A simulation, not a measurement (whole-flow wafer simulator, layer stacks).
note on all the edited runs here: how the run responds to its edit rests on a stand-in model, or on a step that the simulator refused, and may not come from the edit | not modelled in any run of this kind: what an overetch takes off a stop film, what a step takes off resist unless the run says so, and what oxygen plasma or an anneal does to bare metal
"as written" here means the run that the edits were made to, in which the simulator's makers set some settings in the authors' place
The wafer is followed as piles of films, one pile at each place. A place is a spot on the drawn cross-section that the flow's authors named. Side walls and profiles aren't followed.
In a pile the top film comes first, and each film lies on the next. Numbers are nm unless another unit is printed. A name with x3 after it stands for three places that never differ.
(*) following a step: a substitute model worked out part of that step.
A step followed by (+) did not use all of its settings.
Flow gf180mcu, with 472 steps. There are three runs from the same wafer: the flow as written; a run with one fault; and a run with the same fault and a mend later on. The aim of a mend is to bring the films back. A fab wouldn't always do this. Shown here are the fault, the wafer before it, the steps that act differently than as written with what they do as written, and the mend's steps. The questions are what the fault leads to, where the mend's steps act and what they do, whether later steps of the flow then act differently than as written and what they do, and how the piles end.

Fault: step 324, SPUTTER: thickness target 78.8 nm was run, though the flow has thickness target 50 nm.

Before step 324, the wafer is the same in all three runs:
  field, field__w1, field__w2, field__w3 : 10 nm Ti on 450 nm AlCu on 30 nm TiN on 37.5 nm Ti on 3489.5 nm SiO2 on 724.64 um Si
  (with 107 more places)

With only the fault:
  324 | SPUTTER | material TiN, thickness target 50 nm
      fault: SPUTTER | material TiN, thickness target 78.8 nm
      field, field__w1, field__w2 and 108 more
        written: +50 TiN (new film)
        fault: +78.8 TiN (new film)
  Steps further on in the flow that do not act as written (3 other steps are not shown; they differ only slightly, by no more than 2% or 0.5 nm, whichever is larger):
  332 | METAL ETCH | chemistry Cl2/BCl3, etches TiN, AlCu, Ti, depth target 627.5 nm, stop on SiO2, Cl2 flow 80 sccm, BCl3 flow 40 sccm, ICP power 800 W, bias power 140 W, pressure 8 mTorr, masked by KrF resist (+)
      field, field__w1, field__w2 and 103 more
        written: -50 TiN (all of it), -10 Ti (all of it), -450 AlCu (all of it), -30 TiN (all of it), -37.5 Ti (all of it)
        fault: -78.8 TiN (all of it), -10 Ti (all of it), -450 AlCu (all of it), -30 TiN (all of it), -37.5 Ti (all of it)
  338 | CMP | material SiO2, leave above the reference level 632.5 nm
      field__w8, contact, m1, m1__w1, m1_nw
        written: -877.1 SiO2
        fault: -905.9 SiO2
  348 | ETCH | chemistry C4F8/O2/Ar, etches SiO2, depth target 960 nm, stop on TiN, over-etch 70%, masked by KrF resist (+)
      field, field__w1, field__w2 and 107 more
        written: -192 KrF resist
        fault: -184.8 KrF resist
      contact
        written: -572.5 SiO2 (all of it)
        fault: -543.7 SiO2 (all of it)
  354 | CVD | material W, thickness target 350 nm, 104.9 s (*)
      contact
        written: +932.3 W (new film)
        fault: +903.2 W (new film)
  At field__w8, contact, m1, m1__w1, m1_nw, the piles at the end differ from the flow's by more than 2% or 0.5 nm, whichever is larger.
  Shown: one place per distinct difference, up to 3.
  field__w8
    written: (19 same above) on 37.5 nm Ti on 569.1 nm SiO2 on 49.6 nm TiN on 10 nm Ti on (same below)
    fault: (19 same above) on 37.5 nm Ti on 540.3 nm SiO2 on 78.4 nm TiN on 10 nm Ti on (same below)
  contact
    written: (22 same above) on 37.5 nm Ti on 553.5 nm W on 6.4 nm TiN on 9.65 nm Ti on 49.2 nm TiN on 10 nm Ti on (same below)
    fault: (22 same above) on 37.5 nm Ti on 524.4 nm W on 6.51 nm TiN on 9.82 nm Ti on 78 nm TiN on 10 nm Ti on (same below)

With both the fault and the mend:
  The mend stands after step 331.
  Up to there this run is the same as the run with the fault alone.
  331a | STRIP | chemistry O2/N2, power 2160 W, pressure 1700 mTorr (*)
      field__w8, contact, m1, m1__w1, m1_nw
        -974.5 KrF resist (all of it)
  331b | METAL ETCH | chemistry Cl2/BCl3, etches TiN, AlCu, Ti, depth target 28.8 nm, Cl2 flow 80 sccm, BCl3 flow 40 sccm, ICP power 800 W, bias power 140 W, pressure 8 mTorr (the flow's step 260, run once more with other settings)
      field, field__w1, field__w2 and 108 more
        -28.8 TiN
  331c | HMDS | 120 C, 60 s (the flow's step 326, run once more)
      leaves every film unchanged at each place that is followed
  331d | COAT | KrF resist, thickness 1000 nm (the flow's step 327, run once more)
      field, field__w1, field__w2 and 108 more
        +1000 KrF resist (new film)
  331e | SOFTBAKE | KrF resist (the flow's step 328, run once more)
      leaves every film unchanged at each place that is followed
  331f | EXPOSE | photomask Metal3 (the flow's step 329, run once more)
      leaves every film unchanged at each place that is followed
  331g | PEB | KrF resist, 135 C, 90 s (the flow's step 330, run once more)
      field, field__w1, field__w2 and 108 more
        -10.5 KrF resist
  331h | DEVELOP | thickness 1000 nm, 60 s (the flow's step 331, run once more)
      field, field__w1, field__w2 and 103 more
        -989.5 KrF resist (all of it)
      field__w8, contact, m1, m1__w1, m1_nw
        -14.9 KrF resist
  Every later step of the flow that is run acts as written at every place that is followed.
  The piles end the same as the flow's at every place that both follow.
